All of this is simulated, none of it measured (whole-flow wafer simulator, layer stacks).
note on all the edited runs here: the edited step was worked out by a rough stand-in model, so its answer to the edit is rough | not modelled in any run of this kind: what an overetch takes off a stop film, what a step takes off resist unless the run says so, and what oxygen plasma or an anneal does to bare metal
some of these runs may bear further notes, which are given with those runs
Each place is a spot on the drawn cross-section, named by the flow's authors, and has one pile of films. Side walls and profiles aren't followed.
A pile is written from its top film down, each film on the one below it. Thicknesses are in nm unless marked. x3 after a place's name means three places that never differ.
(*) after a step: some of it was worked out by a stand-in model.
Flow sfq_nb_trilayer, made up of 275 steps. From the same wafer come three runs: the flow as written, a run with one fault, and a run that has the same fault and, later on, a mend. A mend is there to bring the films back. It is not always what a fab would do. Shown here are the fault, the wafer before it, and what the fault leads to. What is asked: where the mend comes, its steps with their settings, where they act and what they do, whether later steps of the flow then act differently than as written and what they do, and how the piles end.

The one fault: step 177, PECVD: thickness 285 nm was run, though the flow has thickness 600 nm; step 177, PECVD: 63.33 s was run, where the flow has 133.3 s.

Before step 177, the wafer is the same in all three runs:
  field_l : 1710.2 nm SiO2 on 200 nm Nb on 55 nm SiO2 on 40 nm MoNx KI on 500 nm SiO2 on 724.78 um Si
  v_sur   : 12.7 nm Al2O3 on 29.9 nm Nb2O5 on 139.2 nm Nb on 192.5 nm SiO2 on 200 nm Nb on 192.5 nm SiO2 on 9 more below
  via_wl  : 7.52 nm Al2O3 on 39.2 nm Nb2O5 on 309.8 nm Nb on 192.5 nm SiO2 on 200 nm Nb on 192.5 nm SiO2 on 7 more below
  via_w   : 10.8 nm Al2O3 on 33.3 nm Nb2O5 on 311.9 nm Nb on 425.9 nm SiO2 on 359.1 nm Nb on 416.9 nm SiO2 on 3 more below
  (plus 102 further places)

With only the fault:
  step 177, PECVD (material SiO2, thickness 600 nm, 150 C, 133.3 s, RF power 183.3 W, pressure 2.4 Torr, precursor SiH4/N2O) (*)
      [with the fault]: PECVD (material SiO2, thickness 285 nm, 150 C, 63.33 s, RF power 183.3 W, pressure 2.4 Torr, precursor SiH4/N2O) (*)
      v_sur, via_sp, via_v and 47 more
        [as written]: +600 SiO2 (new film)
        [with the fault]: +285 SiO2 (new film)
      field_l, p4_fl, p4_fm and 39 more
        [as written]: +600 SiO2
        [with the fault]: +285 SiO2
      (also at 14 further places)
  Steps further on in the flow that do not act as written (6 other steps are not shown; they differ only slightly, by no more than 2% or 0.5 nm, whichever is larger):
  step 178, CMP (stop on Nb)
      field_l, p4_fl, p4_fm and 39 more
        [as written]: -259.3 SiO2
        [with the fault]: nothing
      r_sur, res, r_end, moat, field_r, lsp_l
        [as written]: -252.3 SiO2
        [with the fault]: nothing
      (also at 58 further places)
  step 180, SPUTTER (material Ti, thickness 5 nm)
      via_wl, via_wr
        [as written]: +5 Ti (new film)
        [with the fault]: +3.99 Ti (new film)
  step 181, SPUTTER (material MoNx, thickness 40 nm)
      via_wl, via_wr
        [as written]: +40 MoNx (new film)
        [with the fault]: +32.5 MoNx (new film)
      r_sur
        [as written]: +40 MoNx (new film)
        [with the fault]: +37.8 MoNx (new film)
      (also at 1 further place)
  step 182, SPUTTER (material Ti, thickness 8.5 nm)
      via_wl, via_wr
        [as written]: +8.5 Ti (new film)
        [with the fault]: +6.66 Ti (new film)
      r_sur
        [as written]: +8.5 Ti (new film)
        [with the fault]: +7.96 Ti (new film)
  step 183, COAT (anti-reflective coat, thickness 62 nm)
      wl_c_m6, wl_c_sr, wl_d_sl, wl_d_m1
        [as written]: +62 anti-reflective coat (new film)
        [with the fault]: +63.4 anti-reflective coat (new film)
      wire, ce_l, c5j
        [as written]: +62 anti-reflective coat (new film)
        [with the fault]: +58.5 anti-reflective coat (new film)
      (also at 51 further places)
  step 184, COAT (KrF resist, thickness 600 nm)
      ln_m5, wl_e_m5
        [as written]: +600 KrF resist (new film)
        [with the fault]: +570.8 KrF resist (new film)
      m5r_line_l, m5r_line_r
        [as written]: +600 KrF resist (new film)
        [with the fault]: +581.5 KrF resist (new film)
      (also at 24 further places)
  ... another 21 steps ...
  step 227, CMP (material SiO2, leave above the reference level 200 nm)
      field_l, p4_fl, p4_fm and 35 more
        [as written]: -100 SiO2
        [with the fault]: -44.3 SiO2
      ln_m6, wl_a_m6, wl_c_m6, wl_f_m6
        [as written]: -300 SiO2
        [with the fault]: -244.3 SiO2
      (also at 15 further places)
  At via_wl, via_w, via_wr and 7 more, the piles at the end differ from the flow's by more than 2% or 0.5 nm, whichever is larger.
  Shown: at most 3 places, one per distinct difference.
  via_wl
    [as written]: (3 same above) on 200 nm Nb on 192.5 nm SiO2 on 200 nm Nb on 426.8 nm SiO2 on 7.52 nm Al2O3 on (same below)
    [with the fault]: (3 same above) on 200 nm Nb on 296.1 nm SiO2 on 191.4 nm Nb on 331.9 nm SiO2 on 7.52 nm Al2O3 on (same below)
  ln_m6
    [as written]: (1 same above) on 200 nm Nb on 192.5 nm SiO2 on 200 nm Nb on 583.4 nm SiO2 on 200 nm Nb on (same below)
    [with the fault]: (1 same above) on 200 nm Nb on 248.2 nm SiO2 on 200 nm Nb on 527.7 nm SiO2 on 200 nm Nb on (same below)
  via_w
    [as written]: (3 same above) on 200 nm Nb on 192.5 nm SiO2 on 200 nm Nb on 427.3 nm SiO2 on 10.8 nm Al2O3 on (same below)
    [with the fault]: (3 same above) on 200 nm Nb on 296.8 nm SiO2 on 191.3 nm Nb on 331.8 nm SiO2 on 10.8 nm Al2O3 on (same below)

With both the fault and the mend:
  After step 177 comes the mend.
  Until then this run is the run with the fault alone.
  step 177a, PECVD (material SiO2, thickness 315 nm, 150 C, 70 s, RF power 183.3 W, pressure 2.4 Torr, precursor SiH4/N2O) (*) (the flow's step 177 again, with other settings)
      field_l, v_sur, via_sp and 94 more
        +315 SiO2
      r_sur, res, r_end, moat, field_r, lsp_l
        +311.4 SiO2
      via_wl, via_w, via_wr
        +300.2 SiO2
  Steps further on in the flow that do not act as written:
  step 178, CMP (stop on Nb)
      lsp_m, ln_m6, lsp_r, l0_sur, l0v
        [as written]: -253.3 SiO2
        [with the mend]: -259.3 SiO2
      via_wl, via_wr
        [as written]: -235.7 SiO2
        [with the mend]: -206.4 SiO2
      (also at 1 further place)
  By the end, the piles equal the flow's at every place that both follow.
